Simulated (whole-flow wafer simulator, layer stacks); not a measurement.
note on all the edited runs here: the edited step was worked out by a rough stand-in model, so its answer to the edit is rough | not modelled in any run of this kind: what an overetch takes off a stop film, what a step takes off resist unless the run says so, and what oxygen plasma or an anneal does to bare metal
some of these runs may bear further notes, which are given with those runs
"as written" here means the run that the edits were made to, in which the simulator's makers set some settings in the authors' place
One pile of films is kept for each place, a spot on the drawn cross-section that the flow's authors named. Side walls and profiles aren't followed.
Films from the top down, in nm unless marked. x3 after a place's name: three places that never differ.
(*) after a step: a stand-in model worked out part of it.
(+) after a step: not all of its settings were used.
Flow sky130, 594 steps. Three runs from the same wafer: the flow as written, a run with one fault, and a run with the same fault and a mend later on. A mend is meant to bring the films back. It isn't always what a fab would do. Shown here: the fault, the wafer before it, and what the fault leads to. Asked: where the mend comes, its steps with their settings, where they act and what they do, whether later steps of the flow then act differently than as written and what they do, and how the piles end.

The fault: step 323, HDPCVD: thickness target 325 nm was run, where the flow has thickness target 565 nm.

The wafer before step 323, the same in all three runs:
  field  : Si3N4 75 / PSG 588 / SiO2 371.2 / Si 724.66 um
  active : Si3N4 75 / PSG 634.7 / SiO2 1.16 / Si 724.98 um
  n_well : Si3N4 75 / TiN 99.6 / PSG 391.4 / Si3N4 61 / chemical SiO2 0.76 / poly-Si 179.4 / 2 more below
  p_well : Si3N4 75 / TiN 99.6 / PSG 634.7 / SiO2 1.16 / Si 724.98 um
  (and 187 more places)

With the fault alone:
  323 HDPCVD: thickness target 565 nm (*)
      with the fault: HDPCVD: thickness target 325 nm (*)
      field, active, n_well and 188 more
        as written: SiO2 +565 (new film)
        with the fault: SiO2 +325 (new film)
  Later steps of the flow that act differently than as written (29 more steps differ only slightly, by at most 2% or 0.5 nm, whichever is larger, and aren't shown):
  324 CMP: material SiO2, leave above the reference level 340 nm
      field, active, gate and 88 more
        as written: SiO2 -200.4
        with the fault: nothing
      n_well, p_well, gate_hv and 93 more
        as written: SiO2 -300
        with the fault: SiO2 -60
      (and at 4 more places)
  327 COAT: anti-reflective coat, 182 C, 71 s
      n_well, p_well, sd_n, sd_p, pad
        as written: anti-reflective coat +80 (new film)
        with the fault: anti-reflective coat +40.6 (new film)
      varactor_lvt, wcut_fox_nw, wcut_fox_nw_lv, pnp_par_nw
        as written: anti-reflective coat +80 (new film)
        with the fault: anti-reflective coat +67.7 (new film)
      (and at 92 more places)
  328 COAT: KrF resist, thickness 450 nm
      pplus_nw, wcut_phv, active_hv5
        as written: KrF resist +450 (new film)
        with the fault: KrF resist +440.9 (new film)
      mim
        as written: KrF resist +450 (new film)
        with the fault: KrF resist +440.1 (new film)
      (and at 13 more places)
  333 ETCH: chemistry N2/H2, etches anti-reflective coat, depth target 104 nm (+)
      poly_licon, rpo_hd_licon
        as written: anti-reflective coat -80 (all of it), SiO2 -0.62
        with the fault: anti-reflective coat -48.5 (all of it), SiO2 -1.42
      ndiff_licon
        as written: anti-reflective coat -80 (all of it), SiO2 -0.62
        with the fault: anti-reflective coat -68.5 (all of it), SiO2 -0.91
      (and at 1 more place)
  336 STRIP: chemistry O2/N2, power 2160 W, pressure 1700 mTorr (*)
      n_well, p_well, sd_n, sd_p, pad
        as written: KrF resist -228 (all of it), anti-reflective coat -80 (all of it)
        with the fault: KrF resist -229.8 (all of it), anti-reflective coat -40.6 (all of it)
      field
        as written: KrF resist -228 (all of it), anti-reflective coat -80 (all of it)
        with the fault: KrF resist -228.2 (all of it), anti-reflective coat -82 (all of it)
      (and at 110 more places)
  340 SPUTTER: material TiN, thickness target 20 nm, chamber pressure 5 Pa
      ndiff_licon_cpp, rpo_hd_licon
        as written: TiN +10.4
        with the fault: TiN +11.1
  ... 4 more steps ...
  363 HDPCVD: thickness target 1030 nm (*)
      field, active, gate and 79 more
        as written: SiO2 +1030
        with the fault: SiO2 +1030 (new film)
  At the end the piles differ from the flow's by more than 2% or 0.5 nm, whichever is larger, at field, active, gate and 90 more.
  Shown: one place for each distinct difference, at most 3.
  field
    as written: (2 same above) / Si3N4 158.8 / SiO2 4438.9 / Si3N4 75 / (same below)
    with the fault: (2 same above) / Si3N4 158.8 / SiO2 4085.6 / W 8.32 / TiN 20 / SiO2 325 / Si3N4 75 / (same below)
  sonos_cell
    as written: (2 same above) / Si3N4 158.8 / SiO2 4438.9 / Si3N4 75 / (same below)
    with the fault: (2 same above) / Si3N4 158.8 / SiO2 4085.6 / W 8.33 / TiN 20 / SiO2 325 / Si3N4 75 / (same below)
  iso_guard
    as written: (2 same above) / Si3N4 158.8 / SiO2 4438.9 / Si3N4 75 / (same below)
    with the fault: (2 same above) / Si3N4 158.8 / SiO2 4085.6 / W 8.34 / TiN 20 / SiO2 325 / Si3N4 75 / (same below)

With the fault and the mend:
  The mend comes after step 323.
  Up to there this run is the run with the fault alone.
  323a HDPCVD: thickness target 240 nm (*) (the flow's step 323 once more, with other settings)
      field, active, n_well and 188 more
        SiO2 +240
  No later step of the flow acts differently than as written at any place that is followed.
  At the end the piles are the same as the flow's at every place that both follow.
